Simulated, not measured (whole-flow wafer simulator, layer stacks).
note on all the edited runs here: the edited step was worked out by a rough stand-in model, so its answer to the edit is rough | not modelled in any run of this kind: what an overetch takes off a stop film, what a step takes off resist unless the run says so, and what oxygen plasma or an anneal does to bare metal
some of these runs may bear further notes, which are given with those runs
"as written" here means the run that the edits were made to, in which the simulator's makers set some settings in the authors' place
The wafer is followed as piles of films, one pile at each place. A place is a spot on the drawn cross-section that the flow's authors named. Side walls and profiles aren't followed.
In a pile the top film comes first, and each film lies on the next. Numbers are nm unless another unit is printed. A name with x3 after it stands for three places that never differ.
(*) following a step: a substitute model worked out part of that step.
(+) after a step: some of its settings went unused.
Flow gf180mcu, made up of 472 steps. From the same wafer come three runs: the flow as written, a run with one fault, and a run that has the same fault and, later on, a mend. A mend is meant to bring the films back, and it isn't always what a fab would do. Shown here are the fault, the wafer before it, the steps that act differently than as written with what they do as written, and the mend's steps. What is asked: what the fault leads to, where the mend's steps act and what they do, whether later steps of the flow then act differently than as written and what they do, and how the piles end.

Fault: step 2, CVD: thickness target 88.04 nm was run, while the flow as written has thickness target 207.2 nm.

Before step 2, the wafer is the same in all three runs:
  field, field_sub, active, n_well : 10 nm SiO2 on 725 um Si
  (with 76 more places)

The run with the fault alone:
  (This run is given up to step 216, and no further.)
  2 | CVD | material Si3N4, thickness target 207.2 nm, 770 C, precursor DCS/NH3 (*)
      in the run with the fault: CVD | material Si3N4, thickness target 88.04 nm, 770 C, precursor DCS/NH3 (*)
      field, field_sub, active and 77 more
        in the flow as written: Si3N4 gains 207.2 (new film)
        in the run with the fault: Si3N4 gains 88 (new film)
  Later steps of the flow acting differently than as written (6 other steps are not shown; they differ only slightly, by no more than 2% or 0.5 nm, whichever is larger):
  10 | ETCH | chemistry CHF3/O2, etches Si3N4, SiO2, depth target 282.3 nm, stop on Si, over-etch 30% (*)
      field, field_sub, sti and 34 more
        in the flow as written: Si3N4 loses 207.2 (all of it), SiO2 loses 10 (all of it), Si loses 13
        in the run with the fault: Si3N4 loses 88 (all of it), SiO2 loses 10 (all of it), Si loses 36.9
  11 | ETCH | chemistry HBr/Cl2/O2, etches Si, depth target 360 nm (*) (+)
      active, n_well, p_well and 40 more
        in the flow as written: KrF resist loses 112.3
        in the run with the fault: KrF resist loses 104.4
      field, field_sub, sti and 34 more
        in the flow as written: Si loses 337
        in the run with the fault: Si loses 313.1
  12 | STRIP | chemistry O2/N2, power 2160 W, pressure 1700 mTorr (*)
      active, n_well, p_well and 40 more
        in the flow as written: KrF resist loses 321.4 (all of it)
        in the run with the fault: KrF resist loses 329.3 (all of it)
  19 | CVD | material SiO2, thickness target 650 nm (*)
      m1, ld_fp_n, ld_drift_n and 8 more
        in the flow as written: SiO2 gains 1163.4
        in the run with the fault: SiO2 gains 1044.3
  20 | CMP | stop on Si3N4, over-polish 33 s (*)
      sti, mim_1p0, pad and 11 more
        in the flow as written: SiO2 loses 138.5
        in the run with the fault: SiO2 loses 257.6
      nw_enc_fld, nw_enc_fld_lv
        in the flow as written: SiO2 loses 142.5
        in the run with the fault: SiO2 loses 261.6
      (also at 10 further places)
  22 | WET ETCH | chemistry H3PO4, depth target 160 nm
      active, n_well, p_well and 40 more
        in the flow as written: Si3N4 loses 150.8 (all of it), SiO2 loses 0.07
        in the run with the fault: Si3N4 loses 31.6 (all of it), SiO2 loses 1
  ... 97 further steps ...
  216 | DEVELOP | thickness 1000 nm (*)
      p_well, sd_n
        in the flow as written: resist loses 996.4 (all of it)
        in the run with the fault: resist loses 891.2 (all of it)
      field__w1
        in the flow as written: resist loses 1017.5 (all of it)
        in the run with the fault: resist loses 1079.9 (all of it)
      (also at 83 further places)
  Once step 216 is done, the piles at field, field__w1, field__w2 and 68 more depart from the flow's by more than 2% or 0.5 nm, whichever is larger.
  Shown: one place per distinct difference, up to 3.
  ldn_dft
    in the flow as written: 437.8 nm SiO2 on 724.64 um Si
    in the run with the fault: 50 nm SiO2 on 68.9 nm Si3N4 on 273.1 nm SiO2 on 724.63 um Si
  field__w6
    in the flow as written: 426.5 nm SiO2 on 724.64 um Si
    in the run with the fault: 58.6 nm SiO2 on 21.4 nm poly-Si on 254.4 nm SiO2 on 724.63 um Si
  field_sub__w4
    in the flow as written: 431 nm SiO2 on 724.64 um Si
    in the run with the fault: 58.9 nm SiO2 on 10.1 nm poly-Si on 258.7 nm SiO2 on 724.63 um Si

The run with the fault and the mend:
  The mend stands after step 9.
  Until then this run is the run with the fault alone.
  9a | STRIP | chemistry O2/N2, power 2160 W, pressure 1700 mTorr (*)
      active, n_well, p_well and 40 more
        KrF resist loses 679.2 (all of it)
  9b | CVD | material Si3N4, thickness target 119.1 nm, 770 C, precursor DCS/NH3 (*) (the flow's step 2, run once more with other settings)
      field, field_sub, active and 77 more
        Si3N4 gains 119.1
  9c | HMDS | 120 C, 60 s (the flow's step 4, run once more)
      alters no film at any place that is followed
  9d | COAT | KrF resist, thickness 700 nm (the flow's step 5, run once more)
      field, field_sub, active and 77 more
        KrF resist gains 700 (new film)
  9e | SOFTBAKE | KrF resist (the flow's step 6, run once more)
      alters no film at any place that is followed
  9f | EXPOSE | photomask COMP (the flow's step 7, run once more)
      alters no film at any place that is followed
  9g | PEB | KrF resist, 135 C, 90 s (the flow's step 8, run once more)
      field, field_sub, active and 77 more
        KrF resist loses 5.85
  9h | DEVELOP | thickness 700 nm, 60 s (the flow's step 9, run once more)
      active, n_well, p_well and 40 more
        KrF resist loses 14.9
      field, field_sub, sti and 34 more
        KrF resist loses 694.2 (all of it)
  None of the later steps of the flow differs from how it acts as written, at any place that is followed, by more than 2% or 0.5 nm, whichever is larger.
  At every place that both follow, the piles at the end match the flow's.
